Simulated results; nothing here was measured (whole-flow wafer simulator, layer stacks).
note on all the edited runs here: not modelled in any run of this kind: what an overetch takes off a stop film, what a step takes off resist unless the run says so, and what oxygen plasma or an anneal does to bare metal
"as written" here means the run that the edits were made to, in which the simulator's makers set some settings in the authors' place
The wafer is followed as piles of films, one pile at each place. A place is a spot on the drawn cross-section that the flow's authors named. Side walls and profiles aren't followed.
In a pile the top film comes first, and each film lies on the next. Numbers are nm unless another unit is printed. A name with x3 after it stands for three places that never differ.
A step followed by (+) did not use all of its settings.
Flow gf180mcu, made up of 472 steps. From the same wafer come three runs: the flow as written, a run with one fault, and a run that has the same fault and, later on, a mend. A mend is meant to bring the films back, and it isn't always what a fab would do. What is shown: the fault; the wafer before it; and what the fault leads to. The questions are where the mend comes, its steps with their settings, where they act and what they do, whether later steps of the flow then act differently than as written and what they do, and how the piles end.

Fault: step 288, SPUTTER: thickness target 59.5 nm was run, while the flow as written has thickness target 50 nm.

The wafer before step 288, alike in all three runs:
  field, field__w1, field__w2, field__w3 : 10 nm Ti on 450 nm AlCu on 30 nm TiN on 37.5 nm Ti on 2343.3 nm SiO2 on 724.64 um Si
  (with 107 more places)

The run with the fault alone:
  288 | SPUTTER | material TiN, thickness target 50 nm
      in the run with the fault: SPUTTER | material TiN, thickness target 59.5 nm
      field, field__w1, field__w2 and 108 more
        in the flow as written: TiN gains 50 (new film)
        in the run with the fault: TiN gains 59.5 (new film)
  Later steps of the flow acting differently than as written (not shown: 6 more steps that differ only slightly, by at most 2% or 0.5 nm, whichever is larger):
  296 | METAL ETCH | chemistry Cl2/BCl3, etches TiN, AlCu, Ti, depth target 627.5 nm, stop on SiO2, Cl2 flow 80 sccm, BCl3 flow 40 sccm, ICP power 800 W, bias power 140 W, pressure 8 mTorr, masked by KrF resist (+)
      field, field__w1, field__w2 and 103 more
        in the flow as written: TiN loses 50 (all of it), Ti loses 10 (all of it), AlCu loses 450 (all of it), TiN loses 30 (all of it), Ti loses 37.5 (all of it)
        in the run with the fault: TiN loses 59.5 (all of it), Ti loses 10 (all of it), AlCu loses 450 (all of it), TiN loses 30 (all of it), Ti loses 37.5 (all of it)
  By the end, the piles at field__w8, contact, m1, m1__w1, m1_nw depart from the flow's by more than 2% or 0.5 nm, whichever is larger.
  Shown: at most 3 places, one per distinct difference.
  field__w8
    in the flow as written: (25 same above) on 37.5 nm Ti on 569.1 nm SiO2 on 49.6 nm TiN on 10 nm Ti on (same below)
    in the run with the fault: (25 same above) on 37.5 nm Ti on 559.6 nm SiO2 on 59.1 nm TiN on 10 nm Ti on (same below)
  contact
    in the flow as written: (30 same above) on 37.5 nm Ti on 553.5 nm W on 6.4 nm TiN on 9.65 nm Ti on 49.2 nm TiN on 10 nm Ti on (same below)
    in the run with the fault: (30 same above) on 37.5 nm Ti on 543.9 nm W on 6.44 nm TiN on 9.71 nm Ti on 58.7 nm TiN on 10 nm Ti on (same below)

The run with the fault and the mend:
  After step 288 comes the mend.
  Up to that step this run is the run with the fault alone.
  288a | METAL ETCH | chemistry Cl2/BCl3, etches TiN, AlCu, Ti, depth target 9.5 nm, Cl2 flow 80 sccm, BCl3 flow 40 sccm, ICP power 800 W, bias power 140 W, pressure 8 mTorr (the flow's step 260, run once more with other settings)
      field, field__w1, field__w2 and 108 more
        TiN loses 9.5
  Every later step of the flow that is run acts as written at every place that is followed.
  At every place that both follow, the piles at the end match the flow's.
